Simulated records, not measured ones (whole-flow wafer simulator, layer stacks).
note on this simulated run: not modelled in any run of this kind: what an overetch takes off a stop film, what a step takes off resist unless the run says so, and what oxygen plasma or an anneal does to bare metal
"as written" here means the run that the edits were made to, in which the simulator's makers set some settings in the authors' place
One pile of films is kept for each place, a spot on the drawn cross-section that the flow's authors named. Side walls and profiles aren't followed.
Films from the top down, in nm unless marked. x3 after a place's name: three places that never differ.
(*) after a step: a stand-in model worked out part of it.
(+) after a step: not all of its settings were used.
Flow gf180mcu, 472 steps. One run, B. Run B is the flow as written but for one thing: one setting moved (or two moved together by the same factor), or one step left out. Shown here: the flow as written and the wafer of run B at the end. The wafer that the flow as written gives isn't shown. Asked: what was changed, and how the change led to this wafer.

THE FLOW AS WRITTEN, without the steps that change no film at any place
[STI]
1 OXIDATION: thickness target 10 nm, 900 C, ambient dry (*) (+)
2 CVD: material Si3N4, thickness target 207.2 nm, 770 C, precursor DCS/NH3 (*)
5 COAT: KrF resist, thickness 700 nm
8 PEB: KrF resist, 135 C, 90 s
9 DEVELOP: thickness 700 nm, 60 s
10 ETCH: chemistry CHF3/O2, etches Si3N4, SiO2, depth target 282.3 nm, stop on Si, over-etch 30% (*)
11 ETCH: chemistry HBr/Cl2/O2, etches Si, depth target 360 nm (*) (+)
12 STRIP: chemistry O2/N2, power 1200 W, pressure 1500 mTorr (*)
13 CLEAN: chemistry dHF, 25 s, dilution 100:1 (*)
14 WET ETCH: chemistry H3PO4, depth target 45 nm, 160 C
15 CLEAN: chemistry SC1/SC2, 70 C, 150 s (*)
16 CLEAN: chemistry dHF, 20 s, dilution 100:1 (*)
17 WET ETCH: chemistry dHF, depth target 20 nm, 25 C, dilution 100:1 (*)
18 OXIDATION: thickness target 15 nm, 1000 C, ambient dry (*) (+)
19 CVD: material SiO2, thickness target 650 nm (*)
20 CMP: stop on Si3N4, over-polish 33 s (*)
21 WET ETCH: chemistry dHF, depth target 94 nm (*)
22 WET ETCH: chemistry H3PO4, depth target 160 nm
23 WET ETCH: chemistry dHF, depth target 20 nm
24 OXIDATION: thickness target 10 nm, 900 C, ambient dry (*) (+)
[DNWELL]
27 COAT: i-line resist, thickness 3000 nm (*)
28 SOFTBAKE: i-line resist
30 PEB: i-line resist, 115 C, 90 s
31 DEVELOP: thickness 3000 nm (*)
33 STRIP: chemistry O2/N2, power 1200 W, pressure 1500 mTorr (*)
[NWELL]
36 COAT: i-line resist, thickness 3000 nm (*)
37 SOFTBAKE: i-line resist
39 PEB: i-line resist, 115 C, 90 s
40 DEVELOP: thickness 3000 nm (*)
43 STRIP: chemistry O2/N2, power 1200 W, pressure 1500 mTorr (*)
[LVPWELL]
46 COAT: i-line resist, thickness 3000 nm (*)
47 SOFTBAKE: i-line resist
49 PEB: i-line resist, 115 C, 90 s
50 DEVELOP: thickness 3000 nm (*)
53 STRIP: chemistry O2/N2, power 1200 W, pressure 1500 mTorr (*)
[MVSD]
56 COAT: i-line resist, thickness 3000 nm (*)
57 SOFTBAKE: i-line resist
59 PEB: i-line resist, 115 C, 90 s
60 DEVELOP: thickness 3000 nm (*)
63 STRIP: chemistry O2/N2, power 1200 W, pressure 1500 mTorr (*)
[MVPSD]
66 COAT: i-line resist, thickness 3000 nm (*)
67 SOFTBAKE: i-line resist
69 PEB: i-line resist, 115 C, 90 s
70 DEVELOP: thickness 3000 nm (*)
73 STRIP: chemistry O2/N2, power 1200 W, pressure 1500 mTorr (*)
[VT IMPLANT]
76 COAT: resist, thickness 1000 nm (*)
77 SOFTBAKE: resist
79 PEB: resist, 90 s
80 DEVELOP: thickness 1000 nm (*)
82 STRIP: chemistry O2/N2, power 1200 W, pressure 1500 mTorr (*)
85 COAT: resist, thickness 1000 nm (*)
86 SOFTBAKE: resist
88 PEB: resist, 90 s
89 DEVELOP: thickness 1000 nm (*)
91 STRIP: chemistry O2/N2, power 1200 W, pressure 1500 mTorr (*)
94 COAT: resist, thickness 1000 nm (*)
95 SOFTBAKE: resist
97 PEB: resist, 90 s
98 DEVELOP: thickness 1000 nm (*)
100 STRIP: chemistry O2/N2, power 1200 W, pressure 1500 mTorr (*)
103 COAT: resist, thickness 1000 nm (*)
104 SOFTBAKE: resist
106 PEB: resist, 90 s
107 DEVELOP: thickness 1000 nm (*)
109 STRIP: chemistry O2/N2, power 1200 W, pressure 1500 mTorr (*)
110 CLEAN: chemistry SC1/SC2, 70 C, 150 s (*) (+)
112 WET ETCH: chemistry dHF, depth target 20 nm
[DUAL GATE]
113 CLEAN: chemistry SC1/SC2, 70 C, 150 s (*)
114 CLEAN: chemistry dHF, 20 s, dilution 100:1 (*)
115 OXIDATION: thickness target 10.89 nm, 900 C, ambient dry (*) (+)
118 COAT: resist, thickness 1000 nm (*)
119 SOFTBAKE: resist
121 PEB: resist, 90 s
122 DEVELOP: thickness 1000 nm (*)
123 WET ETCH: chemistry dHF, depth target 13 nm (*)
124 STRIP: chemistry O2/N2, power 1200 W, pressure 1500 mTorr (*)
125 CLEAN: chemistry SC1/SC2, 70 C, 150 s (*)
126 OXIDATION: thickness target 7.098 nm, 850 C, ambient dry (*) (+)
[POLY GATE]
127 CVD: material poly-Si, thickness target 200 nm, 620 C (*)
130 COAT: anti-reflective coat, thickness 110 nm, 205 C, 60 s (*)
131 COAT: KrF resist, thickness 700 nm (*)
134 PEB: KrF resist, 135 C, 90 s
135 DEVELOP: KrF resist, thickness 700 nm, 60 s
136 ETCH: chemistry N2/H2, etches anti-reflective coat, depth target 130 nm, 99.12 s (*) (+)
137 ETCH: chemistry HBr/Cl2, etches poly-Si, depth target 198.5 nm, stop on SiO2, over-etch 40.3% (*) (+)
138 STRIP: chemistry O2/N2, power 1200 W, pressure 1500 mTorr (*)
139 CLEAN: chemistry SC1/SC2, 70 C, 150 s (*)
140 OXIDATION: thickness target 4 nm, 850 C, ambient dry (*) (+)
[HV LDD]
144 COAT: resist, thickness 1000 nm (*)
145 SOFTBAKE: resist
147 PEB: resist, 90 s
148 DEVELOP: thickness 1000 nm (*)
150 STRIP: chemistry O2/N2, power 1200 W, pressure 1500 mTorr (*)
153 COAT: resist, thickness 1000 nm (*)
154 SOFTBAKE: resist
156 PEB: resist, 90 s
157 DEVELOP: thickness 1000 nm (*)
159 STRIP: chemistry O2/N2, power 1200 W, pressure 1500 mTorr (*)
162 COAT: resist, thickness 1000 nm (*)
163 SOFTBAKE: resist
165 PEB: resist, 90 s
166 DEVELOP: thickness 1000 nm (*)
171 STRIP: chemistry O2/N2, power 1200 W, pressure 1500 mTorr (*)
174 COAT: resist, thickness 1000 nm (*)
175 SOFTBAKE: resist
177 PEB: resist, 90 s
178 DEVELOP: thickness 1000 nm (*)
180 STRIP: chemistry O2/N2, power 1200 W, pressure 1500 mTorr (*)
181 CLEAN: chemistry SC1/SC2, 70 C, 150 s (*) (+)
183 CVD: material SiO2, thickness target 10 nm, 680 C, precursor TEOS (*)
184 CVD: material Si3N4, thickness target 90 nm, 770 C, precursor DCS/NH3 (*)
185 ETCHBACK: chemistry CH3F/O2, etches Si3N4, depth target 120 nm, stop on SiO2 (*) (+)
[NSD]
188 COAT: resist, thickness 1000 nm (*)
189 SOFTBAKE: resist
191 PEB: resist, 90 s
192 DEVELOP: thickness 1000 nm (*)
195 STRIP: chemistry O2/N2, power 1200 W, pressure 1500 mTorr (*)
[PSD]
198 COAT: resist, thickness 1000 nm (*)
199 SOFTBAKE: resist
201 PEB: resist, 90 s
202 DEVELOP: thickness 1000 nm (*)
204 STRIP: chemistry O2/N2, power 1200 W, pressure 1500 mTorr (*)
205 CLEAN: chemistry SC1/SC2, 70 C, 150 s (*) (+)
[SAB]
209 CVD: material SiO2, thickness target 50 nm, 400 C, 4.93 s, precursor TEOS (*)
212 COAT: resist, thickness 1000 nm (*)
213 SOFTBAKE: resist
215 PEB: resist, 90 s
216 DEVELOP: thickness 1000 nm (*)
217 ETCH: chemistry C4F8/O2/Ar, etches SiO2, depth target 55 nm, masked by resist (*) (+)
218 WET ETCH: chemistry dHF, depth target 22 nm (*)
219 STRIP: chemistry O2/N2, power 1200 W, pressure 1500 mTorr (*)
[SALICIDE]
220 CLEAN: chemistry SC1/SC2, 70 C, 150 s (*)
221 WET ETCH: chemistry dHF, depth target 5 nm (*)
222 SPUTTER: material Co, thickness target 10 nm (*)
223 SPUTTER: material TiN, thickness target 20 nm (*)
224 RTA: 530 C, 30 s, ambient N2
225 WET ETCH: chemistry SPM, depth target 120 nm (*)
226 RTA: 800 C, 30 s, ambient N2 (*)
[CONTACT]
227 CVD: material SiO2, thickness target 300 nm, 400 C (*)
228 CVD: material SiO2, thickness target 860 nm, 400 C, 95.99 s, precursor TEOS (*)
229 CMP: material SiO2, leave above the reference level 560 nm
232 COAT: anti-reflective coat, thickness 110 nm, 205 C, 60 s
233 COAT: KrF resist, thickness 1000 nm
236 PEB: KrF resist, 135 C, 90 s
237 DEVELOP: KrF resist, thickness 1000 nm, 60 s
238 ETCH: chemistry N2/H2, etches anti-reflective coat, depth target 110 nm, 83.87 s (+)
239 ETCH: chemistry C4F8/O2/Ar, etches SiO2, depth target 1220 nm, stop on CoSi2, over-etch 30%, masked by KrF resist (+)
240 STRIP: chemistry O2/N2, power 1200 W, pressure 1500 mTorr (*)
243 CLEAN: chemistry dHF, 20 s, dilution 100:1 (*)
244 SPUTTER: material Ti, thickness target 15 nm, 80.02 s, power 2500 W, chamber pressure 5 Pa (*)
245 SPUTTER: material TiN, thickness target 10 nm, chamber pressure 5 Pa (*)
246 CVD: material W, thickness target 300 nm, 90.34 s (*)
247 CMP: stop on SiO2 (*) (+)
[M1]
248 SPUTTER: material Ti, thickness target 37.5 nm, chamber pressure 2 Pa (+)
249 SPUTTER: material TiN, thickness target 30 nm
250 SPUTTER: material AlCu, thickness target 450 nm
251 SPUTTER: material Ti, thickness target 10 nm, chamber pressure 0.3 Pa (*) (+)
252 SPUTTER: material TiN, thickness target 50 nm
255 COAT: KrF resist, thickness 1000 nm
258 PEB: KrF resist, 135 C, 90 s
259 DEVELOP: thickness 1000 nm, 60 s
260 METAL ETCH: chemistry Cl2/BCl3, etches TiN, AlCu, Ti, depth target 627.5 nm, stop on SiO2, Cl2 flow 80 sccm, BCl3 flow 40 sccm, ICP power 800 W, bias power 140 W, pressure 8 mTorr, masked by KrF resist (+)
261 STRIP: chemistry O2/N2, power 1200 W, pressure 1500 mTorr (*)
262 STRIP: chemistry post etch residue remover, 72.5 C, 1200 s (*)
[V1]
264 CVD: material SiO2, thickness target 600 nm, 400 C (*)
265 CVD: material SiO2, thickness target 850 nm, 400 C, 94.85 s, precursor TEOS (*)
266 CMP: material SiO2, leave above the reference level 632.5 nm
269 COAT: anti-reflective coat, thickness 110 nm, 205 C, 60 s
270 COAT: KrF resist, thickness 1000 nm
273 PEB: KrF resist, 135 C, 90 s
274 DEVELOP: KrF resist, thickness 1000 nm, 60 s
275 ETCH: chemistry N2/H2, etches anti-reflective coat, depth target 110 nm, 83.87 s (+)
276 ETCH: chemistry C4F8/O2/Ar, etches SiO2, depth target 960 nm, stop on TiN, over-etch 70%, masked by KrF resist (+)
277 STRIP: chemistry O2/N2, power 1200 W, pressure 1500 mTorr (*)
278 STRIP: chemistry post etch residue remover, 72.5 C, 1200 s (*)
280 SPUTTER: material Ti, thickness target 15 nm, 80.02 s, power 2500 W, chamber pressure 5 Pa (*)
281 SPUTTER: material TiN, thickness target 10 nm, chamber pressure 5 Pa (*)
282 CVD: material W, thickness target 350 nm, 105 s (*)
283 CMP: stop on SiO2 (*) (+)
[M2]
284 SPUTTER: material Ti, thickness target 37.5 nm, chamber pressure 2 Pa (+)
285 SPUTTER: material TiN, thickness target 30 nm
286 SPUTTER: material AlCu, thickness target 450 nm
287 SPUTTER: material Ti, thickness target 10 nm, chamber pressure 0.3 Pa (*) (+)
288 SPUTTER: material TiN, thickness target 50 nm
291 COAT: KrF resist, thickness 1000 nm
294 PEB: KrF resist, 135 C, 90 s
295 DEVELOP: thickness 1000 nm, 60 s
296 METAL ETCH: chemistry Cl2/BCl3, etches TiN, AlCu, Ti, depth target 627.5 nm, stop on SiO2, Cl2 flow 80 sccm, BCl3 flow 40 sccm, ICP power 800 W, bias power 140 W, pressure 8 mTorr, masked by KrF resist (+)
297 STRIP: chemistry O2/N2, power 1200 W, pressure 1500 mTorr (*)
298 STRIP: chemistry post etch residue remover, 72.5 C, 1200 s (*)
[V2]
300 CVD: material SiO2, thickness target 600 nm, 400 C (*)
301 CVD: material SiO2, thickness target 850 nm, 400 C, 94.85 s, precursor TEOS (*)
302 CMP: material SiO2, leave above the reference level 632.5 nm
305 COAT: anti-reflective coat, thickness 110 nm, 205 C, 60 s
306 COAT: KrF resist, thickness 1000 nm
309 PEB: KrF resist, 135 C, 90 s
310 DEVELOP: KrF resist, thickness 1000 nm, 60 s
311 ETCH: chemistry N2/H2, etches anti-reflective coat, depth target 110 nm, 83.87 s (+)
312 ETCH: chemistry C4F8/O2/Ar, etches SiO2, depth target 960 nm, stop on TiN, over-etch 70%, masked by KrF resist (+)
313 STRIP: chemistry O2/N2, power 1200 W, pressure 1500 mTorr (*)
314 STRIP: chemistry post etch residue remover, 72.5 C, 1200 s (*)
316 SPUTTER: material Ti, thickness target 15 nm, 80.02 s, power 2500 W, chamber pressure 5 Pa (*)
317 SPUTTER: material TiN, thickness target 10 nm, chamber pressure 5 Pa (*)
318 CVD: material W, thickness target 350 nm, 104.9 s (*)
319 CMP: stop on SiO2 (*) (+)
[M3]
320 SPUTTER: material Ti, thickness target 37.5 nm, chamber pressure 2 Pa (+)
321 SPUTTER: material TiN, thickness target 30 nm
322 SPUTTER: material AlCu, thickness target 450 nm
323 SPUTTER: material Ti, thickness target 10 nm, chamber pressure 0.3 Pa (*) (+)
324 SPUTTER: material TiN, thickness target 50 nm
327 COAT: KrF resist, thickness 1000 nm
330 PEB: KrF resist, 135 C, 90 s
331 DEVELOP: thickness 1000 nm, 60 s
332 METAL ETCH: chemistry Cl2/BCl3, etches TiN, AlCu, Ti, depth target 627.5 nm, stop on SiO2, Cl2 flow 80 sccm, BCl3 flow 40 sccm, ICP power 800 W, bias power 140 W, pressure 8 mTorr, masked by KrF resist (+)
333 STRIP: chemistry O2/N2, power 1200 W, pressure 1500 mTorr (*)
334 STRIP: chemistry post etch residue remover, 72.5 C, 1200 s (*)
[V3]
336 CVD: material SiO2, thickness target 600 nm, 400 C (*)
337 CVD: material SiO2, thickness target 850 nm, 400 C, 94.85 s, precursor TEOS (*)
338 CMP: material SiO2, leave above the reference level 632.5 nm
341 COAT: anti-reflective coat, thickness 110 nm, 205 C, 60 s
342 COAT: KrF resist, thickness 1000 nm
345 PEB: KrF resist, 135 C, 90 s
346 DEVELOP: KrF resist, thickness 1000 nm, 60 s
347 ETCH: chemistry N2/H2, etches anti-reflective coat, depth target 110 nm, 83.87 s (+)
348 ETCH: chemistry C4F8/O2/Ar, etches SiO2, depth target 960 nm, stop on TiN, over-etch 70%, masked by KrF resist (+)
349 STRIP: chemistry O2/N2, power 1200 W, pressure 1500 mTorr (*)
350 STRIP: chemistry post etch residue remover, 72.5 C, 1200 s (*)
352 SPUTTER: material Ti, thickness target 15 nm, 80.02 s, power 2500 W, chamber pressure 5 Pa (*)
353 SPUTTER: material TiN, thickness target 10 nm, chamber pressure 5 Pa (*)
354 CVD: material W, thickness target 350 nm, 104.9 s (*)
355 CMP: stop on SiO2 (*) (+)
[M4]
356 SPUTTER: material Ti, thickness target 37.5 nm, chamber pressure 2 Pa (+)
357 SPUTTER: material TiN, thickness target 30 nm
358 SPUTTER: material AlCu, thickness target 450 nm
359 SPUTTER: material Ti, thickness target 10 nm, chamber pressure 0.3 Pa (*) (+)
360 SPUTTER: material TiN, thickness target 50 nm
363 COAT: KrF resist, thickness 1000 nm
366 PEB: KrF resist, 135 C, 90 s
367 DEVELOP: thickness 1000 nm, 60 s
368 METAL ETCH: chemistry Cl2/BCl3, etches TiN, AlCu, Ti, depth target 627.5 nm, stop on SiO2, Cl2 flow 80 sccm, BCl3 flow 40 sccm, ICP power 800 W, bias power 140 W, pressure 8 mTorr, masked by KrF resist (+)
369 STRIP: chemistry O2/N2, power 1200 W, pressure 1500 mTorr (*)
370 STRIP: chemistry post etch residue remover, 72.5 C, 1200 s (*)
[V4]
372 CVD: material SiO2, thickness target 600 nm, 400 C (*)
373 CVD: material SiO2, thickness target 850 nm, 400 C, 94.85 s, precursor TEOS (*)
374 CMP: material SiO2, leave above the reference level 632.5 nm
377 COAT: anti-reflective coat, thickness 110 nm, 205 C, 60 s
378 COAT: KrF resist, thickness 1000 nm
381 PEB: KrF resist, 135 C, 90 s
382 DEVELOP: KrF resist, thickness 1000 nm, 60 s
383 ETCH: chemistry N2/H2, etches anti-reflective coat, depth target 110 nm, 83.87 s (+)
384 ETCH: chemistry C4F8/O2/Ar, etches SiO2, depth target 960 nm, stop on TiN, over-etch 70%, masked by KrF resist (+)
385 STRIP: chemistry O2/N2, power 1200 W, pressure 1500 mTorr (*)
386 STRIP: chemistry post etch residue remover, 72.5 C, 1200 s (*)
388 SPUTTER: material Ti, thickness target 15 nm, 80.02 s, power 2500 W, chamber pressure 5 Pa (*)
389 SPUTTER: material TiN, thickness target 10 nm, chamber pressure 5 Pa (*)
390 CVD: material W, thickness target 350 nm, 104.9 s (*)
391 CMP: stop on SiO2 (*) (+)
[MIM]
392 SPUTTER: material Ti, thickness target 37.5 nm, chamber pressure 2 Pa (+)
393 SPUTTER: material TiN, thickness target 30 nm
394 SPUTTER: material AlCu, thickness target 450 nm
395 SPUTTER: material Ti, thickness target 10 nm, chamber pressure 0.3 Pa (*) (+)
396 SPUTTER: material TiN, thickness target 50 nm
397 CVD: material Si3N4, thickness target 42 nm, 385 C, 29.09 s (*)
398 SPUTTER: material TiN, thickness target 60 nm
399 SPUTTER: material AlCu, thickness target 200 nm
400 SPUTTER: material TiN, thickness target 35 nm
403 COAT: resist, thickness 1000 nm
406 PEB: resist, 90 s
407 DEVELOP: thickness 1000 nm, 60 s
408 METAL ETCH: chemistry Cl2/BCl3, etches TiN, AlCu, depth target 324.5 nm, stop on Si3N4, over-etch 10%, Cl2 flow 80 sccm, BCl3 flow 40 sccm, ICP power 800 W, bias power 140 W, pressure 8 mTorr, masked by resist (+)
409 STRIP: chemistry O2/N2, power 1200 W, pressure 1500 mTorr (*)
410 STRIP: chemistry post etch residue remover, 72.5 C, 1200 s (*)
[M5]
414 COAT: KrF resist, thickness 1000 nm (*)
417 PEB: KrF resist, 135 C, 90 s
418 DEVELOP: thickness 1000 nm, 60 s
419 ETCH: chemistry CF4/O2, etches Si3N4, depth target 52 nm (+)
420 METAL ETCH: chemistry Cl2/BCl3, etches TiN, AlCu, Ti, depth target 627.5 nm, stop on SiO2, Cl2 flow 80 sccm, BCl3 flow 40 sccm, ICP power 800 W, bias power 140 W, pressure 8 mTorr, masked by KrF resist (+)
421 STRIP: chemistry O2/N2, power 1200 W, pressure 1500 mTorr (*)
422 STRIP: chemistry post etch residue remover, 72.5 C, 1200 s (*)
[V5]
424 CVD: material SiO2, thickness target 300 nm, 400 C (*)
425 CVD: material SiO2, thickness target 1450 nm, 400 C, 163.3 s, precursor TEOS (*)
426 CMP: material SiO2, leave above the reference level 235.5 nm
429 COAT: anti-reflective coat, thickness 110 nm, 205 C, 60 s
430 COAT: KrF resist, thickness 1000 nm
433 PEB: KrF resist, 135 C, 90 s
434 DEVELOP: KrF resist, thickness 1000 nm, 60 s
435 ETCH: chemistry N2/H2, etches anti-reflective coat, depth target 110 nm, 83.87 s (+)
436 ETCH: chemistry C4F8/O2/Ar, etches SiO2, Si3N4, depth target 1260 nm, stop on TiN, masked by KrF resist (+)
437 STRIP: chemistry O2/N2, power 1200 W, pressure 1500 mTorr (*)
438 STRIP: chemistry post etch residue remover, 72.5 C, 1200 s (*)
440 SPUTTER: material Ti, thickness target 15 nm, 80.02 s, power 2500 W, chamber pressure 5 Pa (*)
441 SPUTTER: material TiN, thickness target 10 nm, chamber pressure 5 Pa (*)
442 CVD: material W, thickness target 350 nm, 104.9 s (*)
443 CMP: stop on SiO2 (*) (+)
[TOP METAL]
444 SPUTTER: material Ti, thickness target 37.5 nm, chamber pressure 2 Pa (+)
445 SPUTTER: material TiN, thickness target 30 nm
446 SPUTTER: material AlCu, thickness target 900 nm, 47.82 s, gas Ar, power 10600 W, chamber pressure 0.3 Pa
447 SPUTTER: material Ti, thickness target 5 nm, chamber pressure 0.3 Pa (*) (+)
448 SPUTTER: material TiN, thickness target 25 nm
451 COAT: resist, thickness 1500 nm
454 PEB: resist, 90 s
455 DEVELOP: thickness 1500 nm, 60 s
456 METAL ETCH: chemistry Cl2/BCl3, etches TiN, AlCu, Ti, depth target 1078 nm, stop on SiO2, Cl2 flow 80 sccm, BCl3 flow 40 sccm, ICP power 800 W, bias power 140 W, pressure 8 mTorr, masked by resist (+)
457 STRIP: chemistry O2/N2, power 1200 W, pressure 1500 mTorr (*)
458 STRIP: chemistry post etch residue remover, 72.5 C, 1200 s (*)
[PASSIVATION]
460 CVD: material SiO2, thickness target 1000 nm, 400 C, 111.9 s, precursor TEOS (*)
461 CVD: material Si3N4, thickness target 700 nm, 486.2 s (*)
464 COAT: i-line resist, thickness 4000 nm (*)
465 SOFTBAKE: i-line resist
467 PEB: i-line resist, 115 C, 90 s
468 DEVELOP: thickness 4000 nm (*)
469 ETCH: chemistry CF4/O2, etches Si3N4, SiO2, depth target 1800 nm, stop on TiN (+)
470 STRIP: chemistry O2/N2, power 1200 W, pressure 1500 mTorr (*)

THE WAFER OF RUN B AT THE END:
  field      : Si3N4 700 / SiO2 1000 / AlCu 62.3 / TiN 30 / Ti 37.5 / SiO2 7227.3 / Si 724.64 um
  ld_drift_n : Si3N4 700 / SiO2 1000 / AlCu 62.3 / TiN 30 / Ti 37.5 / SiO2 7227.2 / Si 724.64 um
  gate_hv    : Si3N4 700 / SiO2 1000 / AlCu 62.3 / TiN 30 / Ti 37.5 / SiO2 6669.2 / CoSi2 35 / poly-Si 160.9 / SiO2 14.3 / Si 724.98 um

The cause: step 456, METAL ETCH: depth target 862 nm was run, where the flow has depth target 1078 nm.

How the change led to this, step by step:
  456 METAL ETCH: chemistry Cl2/BCl3, etches TiN, AlCu, Ti, depth target 1078 nm, stop on SiO2, Cl2 flow 80 sccm, BCl3 flow 40 sccm, ICP power 800 W, bias power 140 W, pressure 8 mTorr, masked by resist (+)
      field, field__w1, field__w2 and 103 more: TiN -25 (all of it), Ti -5 (all of it), AlCu -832 (as written it would be: TiN -25 (all of it), Ti -5 (all of it), AlCu -900 (all of it), TiN -30 (all of it), Ti -37.5 (all of it))
      field__w8, contact, m1, m1__w1, pad, m1_nw: resist -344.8 (as written it would be: resist -431)
  457 STRIP: chemistry O2/N2, power 1200 W, pressure 1500 mTorr (*)
      field__w8, contact, m1, m1__w1, pad, m1_nw: resist -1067 (all of it) (as written it would be: resist -980.8 (all of it))
  458 STRIP: chemistry post etch residue remover, 72.5 C, 1200 s (*)
      field, field__w1, field__w2 and 103 more: AlCu -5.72 (as written it would be: nothing)
  460 CVD: material SiO2, thickness target 1000 nm, 400 C, 111.9 s, precursor TEOS (*)
      field, field__w1, field__w2 and 103 more: SiO2 +1000 (new film) (as written it would be: SiO2 +1000)
  464 COAT: i-line resist, thickness 4000 nm (*)
      field__w8: i-line resist +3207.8 (new film) (as written it would be: i-line resist +3093.1 (new film))
      contact: i-line resist +3256.4 (new film) (as written it would be: i-line resist +3153.6 (new film))
      (and at 4 more places)
  465 SOFTBAKE: i-line resist
      field__w5, field__w9: i-line resist +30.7 (as written it would be: i-line resist +37.3)
      field__w11, field__w13: i-line resist +31 (as written it would be: i-line resist +37.9)
      (and at 65 more places)
  467 PEB: i-line resist, 115 C, 90 s
      field__w8, m1__w1: i-line resist -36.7 (as written it would be: i-line resist -34.7)
      contact: i-line resist -37 (as written it would be: i-line resist -35.1)
      (and at 3 more places)
  468 DEVELOP: thickness 4000 nm (*)
      pad: i-line resist -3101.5 (all of it) (as written it would be: i-line resist -2974.8 (all of it))
  470 STRIP: chemistry O2/N2, power 1200 W, pressure 1500 mTorr (*)
      field__w8, m1__w1: i-line resist -1912.8 (all of it) (as written it would be: i-line resist -1787.7 (all of it))
      contact: i-line resist -1931.8 (all of it) (as written it would be: i-line resist -1811.2 (all of it))
      (and at 2 more places)
Counting metal films that touch as one body, field has 1 body; the flow as written gives 0 bodies.
Counting metal films that touch as one body, ld_drift_n has 1 body; the flow as written gives 0 bodies.
Counting metal films that touch as one body, gate_hv has 2 bodies (between them, from the top down: SiO2 6669.2); the flow as written gives 1 body.
